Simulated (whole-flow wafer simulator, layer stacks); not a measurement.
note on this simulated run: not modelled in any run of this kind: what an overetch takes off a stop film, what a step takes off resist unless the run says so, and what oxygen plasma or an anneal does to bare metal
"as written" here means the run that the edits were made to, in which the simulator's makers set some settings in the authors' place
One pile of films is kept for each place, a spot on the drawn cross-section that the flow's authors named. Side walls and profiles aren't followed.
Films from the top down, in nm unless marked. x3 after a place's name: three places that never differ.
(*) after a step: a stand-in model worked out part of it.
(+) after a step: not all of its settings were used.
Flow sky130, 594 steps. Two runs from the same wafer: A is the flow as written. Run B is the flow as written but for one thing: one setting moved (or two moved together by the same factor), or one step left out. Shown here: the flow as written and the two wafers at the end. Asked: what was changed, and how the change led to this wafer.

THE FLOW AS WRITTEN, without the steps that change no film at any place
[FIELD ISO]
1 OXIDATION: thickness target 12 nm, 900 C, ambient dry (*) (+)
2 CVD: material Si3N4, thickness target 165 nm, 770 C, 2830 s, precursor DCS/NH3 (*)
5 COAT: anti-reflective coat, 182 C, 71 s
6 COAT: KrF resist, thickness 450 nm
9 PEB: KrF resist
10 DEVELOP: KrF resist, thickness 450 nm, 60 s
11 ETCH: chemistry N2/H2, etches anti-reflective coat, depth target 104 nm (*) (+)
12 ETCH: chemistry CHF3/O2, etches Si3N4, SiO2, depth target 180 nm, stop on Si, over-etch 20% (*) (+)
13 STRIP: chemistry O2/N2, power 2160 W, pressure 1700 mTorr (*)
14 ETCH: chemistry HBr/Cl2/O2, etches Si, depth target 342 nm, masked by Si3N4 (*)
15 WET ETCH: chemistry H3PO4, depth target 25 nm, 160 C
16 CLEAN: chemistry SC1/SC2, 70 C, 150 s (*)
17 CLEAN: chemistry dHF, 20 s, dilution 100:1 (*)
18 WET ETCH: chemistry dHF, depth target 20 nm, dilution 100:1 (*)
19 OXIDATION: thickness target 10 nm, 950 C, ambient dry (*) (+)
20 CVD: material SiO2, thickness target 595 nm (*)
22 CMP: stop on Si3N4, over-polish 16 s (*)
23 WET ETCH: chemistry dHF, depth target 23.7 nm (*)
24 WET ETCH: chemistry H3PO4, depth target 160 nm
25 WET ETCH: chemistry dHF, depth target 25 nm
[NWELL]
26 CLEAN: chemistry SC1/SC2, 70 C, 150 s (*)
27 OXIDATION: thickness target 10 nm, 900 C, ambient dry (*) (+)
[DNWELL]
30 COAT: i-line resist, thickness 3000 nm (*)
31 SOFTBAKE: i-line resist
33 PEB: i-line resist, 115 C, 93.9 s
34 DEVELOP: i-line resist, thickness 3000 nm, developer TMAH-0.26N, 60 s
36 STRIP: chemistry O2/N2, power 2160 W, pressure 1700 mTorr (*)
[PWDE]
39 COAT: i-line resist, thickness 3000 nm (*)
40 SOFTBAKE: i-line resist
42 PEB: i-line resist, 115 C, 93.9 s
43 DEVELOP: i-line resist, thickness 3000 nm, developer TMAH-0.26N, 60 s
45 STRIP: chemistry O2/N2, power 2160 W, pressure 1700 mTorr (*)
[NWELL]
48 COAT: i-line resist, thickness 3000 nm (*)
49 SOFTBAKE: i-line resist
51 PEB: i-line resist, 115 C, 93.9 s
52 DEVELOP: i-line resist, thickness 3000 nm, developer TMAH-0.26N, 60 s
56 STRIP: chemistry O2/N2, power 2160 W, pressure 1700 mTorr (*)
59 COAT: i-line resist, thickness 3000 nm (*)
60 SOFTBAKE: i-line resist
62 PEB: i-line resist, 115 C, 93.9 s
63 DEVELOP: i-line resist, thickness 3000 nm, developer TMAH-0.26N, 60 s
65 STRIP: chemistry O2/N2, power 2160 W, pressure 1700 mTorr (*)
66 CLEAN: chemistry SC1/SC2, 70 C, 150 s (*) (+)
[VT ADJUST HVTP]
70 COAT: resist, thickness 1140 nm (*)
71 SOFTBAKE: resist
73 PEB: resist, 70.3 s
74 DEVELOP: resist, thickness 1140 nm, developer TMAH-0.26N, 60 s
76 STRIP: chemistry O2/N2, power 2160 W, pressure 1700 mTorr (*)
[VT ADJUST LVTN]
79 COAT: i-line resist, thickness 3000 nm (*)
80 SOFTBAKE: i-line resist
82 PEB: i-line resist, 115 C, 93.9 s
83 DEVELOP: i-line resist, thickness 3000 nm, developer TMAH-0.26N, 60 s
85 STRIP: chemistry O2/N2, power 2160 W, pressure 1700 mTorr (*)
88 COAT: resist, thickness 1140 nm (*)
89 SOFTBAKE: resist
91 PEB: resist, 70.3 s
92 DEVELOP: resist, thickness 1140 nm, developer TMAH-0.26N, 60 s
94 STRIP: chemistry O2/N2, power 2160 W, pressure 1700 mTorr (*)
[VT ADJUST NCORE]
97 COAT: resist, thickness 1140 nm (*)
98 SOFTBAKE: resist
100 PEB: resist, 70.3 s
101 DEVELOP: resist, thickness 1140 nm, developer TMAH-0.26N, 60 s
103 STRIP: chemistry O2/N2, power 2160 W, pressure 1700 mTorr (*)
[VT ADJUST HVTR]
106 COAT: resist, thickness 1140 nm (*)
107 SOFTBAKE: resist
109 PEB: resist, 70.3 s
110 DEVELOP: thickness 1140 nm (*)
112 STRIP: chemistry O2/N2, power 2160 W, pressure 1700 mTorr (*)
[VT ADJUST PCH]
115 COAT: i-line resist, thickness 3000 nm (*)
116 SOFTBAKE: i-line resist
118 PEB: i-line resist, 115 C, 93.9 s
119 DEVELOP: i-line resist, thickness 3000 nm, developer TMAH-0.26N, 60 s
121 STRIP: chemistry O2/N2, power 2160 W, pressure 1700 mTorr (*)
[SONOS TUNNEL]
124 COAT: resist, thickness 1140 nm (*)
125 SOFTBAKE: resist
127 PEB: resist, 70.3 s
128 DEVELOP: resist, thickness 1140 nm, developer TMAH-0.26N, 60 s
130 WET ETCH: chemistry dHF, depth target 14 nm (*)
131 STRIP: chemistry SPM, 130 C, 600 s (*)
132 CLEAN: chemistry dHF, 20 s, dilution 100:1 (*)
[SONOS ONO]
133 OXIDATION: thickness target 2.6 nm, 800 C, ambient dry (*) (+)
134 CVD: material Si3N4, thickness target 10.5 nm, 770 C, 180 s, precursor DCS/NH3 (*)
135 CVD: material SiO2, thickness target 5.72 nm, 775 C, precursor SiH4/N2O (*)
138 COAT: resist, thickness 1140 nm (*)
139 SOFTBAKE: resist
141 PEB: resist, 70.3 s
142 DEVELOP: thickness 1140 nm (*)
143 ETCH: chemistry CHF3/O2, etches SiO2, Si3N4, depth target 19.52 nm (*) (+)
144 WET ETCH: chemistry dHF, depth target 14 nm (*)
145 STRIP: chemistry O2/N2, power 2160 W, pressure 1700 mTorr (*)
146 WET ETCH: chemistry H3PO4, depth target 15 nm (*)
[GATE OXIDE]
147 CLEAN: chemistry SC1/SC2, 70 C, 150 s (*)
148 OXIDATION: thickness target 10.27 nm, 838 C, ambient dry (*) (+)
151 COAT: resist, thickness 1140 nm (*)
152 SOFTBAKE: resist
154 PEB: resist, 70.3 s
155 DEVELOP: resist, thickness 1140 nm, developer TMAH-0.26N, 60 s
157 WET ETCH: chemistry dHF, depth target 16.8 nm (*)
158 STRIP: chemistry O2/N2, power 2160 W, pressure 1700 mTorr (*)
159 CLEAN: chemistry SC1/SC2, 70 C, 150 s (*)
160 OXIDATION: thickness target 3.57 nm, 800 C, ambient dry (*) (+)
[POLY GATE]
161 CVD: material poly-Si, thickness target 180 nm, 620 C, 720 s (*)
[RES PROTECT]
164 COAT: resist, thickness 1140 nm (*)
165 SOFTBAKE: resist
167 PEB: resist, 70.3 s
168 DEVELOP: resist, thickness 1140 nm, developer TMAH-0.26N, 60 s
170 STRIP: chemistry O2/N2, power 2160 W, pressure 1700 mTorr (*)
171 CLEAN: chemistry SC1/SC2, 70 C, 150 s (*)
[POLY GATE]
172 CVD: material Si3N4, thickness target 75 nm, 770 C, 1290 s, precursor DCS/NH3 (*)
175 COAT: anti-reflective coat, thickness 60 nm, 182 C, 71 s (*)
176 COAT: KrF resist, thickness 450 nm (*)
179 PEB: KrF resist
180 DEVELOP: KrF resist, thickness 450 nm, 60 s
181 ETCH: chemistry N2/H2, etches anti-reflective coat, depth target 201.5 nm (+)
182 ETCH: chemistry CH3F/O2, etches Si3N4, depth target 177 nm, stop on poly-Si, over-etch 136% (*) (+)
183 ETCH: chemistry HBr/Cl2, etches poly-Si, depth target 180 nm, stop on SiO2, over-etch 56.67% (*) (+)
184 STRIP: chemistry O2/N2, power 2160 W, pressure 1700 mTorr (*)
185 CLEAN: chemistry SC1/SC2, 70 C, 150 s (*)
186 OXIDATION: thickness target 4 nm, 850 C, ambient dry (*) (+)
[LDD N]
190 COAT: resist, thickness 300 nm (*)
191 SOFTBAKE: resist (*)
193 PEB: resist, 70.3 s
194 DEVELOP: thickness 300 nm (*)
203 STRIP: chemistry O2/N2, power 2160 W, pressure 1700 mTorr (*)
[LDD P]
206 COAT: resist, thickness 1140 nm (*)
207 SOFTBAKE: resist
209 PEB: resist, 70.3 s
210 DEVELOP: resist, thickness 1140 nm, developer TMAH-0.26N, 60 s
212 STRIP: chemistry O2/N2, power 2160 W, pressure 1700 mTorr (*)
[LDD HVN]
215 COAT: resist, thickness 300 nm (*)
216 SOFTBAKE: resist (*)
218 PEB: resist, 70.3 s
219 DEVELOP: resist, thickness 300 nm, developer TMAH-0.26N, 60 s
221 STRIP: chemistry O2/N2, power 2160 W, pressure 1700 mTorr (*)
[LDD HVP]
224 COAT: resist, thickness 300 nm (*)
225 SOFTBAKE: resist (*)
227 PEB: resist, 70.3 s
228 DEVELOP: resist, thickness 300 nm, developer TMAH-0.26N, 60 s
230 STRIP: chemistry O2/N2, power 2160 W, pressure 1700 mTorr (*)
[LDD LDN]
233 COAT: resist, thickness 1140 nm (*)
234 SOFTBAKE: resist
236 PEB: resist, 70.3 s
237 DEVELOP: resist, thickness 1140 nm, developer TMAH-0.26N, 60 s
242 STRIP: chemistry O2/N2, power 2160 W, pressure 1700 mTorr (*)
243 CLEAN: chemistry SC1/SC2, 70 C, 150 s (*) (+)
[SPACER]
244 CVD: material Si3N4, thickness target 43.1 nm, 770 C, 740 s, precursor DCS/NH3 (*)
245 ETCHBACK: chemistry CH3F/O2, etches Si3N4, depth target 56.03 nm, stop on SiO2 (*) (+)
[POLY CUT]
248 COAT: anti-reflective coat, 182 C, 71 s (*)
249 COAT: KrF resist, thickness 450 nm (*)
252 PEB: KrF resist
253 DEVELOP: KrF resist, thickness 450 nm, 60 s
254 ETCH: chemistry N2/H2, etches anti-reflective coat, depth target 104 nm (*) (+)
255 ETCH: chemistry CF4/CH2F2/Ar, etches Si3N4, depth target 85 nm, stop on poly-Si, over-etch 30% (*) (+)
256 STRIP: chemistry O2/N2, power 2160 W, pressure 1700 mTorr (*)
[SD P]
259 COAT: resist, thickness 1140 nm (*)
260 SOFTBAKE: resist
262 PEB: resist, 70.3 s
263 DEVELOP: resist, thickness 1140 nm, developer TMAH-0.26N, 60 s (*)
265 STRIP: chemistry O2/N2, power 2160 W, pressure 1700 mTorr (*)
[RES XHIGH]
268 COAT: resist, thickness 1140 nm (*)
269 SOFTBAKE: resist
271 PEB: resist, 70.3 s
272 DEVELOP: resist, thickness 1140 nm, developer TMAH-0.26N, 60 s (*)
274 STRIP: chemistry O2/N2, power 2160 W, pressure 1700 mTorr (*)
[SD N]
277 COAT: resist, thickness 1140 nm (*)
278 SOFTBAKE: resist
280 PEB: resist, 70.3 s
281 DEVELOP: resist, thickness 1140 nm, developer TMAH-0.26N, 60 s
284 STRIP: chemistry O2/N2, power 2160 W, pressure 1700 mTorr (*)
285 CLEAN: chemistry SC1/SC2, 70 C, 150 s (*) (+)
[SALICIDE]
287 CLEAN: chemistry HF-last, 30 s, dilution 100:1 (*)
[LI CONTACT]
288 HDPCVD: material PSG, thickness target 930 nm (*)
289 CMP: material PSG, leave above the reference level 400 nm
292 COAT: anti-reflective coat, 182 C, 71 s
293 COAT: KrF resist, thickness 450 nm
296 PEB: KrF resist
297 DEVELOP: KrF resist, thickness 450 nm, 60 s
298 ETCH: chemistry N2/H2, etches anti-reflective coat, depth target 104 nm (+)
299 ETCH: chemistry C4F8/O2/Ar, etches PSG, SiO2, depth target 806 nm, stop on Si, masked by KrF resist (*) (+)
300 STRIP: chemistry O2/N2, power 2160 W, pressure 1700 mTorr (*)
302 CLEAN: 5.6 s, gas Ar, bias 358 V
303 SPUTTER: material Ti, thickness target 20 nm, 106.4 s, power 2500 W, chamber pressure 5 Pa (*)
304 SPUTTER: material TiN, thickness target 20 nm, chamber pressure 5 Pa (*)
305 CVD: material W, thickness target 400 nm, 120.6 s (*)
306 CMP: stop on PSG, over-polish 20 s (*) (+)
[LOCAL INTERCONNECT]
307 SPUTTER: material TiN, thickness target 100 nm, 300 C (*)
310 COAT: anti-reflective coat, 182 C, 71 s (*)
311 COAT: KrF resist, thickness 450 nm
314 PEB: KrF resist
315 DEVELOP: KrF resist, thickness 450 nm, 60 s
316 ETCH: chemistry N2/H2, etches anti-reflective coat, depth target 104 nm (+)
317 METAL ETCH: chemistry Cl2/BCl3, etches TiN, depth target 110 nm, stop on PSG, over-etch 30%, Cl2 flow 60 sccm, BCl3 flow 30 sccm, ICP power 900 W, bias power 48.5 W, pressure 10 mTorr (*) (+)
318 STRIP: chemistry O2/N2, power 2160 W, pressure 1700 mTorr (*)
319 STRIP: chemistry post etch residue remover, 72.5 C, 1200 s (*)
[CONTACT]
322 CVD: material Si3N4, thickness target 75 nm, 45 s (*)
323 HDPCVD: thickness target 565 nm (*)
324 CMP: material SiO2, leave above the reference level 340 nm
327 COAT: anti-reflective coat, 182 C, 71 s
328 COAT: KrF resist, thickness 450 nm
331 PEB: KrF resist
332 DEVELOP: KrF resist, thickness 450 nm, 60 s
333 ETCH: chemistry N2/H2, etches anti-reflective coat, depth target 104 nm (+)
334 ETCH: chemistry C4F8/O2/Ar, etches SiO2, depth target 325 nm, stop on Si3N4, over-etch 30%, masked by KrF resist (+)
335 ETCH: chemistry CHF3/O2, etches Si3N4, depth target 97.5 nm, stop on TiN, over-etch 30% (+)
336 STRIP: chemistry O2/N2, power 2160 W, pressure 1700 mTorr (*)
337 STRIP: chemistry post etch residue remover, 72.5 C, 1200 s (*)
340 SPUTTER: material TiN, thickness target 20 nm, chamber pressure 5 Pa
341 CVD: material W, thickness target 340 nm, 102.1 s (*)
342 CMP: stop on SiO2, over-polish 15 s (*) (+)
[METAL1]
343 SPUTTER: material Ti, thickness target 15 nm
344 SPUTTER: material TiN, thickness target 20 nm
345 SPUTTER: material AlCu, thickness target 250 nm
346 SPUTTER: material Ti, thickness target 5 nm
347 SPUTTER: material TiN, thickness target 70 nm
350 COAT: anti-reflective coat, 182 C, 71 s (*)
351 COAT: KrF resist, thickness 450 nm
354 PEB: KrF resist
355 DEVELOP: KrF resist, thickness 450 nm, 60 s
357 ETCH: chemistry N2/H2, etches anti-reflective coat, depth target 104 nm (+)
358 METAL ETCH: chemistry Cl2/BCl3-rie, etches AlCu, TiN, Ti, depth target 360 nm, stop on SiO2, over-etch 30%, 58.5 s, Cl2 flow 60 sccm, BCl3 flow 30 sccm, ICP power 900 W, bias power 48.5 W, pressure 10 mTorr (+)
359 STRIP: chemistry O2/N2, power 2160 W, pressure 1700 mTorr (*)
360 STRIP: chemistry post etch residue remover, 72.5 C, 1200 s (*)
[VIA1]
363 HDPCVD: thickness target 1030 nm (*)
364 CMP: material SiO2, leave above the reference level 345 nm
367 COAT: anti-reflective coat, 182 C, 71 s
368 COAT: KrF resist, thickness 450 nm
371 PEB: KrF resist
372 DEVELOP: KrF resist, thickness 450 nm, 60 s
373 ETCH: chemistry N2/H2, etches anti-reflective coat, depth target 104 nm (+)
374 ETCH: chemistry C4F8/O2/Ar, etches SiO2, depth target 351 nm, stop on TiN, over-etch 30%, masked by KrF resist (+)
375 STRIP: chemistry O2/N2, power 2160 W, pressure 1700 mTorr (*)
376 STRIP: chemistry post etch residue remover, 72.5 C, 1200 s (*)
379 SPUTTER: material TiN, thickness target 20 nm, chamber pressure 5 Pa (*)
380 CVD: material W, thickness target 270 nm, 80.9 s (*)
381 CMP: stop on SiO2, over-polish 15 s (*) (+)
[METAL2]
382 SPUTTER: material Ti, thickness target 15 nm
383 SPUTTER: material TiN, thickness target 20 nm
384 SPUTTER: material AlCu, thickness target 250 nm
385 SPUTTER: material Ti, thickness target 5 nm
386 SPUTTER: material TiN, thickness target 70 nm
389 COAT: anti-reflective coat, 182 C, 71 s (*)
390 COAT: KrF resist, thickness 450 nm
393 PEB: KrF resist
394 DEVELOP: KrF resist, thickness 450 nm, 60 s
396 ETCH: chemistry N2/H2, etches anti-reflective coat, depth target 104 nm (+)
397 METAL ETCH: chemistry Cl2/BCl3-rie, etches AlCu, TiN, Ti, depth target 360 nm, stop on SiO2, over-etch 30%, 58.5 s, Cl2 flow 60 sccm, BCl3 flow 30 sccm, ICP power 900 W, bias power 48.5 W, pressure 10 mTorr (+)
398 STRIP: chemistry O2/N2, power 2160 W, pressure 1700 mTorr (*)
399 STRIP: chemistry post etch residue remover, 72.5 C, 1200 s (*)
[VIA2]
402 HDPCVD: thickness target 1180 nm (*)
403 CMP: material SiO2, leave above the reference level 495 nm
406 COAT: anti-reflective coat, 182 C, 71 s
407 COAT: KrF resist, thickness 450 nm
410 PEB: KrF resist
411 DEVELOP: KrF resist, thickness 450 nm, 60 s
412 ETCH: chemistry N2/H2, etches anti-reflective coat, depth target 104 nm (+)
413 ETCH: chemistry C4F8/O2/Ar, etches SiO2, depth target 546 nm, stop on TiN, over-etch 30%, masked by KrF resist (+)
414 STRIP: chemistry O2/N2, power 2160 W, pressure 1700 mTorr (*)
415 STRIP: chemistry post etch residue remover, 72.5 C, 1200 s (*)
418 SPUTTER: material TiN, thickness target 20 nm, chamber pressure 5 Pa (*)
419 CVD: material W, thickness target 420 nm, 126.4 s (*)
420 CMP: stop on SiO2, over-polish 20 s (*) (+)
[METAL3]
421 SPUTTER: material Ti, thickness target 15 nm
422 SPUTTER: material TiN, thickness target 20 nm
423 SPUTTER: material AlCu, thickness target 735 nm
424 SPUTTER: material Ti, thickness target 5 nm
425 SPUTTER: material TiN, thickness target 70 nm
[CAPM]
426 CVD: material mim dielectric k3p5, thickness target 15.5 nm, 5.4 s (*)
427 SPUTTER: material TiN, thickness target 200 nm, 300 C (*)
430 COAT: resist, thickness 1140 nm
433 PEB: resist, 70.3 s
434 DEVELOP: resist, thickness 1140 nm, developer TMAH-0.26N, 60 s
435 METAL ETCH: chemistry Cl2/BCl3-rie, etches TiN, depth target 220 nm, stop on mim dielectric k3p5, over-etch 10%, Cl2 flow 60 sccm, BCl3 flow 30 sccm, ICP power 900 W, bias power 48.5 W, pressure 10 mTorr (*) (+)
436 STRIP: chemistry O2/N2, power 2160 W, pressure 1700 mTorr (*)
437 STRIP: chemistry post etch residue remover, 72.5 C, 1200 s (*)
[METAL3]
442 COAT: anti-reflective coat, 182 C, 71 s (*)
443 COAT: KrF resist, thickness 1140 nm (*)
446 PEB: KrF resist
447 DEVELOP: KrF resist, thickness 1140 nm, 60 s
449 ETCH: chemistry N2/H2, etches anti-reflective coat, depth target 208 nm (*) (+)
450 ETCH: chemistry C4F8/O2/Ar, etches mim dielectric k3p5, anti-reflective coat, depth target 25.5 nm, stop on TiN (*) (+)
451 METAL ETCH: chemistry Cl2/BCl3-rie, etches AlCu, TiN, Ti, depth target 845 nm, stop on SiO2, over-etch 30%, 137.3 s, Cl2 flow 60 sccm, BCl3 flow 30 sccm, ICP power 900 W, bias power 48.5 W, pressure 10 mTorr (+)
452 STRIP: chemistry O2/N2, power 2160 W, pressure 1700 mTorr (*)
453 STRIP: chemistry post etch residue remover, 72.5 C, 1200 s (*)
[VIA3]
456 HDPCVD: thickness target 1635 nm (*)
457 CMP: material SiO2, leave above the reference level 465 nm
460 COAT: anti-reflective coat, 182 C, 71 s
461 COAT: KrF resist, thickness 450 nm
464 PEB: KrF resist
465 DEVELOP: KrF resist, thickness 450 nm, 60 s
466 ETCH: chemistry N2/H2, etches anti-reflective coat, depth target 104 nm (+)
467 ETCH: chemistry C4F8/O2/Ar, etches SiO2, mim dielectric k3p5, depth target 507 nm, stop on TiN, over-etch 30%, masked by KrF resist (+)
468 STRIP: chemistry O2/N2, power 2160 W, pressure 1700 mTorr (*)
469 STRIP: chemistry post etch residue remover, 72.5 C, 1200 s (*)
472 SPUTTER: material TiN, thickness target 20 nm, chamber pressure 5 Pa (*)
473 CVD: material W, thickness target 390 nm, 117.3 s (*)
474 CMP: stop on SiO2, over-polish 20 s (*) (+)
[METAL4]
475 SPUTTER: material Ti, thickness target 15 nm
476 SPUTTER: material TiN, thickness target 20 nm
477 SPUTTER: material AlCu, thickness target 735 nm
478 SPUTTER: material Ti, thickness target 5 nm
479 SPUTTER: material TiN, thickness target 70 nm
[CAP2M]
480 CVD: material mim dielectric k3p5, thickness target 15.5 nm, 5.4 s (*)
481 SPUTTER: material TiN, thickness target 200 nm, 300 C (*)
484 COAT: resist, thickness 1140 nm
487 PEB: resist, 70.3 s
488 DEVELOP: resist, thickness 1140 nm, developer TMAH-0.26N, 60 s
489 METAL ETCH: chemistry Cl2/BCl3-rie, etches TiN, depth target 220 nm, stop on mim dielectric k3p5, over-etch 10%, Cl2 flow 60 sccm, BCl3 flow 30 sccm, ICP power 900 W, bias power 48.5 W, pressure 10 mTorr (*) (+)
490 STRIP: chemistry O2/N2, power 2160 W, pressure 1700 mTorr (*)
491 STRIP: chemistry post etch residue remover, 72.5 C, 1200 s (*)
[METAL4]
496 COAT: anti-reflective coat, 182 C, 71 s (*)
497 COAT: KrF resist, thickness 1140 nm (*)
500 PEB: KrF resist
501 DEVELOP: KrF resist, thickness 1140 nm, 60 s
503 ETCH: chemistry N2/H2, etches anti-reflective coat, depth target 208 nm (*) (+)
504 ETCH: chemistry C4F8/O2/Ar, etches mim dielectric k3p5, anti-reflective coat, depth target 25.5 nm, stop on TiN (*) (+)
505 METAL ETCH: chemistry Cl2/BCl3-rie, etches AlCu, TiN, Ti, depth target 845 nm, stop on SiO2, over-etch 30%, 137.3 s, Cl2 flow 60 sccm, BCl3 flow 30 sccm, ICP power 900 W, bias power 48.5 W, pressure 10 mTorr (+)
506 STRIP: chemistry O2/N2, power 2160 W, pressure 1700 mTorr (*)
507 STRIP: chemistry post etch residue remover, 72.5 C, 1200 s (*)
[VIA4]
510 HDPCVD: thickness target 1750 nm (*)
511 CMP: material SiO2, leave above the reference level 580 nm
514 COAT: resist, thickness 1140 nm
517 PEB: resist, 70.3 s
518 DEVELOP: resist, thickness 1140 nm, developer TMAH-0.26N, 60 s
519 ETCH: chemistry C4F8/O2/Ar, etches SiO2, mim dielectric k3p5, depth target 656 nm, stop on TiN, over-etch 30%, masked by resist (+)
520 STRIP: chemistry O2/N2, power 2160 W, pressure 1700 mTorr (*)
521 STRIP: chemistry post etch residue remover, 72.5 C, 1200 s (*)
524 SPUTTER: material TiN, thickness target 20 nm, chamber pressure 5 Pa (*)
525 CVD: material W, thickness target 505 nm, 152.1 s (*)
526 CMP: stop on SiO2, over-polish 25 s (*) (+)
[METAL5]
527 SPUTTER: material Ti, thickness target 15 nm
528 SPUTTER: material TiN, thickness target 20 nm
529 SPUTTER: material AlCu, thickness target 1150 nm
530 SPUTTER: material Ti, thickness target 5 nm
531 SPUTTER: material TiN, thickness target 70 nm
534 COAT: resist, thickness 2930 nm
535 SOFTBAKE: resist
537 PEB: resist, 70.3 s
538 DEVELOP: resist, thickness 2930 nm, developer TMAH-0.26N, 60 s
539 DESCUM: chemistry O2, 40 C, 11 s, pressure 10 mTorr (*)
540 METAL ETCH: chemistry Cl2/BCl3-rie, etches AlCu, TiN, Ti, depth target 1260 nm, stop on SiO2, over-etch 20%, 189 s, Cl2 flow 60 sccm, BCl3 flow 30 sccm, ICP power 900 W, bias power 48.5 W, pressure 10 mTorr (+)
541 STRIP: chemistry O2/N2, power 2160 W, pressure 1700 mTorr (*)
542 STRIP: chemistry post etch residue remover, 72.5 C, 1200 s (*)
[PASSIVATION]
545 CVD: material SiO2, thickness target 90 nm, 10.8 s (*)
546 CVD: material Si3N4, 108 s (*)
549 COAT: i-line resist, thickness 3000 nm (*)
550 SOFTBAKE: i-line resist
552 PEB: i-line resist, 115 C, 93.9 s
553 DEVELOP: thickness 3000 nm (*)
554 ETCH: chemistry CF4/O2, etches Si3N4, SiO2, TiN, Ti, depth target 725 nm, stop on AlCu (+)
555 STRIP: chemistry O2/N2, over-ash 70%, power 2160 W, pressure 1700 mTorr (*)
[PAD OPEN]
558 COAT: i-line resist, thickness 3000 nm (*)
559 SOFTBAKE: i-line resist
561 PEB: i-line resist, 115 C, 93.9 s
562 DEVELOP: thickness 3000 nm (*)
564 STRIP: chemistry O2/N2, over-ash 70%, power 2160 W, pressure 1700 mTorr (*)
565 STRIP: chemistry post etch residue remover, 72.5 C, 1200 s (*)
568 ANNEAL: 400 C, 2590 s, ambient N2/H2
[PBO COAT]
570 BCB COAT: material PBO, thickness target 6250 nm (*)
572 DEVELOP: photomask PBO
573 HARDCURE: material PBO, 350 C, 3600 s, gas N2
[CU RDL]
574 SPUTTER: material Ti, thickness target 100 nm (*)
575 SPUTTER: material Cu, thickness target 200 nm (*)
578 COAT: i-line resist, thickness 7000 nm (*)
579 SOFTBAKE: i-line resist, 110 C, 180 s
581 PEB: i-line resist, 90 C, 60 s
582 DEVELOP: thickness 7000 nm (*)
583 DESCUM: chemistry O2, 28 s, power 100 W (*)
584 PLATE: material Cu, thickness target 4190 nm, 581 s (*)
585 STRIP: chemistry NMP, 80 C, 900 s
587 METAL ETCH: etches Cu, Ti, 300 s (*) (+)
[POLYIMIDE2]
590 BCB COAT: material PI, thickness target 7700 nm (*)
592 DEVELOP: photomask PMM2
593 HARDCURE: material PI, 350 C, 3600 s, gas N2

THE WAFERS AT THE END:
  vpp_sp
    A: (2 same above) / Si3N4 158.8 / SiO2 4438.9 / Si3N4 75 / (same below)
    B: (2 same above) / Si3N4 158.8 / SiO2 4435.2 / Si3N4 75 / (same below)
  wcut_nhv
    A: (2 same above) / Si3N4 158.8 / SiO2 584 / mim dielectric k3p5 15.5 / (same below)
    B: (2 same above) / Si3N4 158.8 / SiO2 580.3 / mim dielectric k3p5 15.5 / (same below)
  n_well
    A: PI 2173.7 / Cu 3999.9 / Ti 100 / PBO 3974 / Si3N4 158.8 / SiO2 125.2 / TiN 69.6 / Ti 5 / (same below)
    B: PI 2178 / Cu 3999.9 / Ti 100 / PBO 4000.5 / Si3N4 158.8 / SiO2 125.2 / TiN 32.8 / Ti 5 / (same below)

The cause: step 531, SPUTTER: thickness target 33.2 nm was run, where the flow has thickness target 70 nm.

How the change led to this, step by step:
  531 SPUTTER: material TiN, thickness target 70 nm
      field, active, n_well and 190 more: A TiN +70 (new film) | B TiN +33.2 (new film)
  540 METAL ETCH: chemistry Cl2/BCl3-rie, etches AlCu, TiN, Ti, depth target 1260 nm, stop on SiO2, over-etch 20%, 189 s, Cl2 flow 60 sccm, BCl3 flow 30 sccm, ICP power 900 W, bias power 48.5 W, pressure 10 mTorr (+)
      field, active, gate and 175 more: A TiN -70 (all of it), Ti -5 (all of it), AlCu -1150 (all of it), TiN -20 (all of it), Ti -15 (all of it), SiO2 -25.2 | B TiN -33.2 (all of it), Ti -5 (all of it), AlCu -1150 (all of it), TiN -20 (all of it), Ti -15 (all of it), SiO2 -28.9
  550 SOFTBAKE: i-line resist
      gate_p_lvt, iso_guard_hv_nw: A i-line resist +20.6 | B i-line resist +19.9
      field: A i-line resist -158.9 | B i-line resist -155.7
      (and at 58 more places)
  552 PEB: i-line resist, 115 C, 93.9 s
      n_well, p_well, sd_n, sd_p, pad: A i-line resist -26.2 | B i-line resist -26.8
  554 ETCH: chemistry CF4/O2, etches Si3N4, SiO2, TiN, Ti, depth target 725 nm, stop on AlCu (+)
      field, active, n_well and 189 more: A i-line resist -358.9 | B i-line resist -322.1
      pad: A Si3N4 -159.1 (all of it), SiO2 -125.2 (all of it), TiN -69.6 (all of it), Ti -5 (all of it) | B Si3N4 -159.1 (all of it), SiO2 -125.2 (all of it), TiN -32.8 (all of it), Ti -5 (all of it)
  555 STRIP: chemistry O2/N2, over-ash 70%, power 2160 W, pressure 1700 mTorr (*)
      n_well, p_well, sd_n, sd_p: A i-line resist -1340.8 (all of it) | B i-line resist -1409.9 (all of it)
      m1: A i-line resist -1364.1 (all of it) | B i-line resist -1432.5 (all of it)
      (and at 8 more places)
  559 SOFTBAKE: i-line resist
      gate_p_lvt, iso_guard_hv_nw: A i-line resist +20.6 | B i-line resist +19.9
      gate: A i-line resist -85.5 | B i-line resist -81.9
      (and at 62 more places)
  579 SOFTBAKE: i-line resist, 110 C, 180 s
      m5_stack_ln: A i-line resist -30 | B i-line resist -29.1
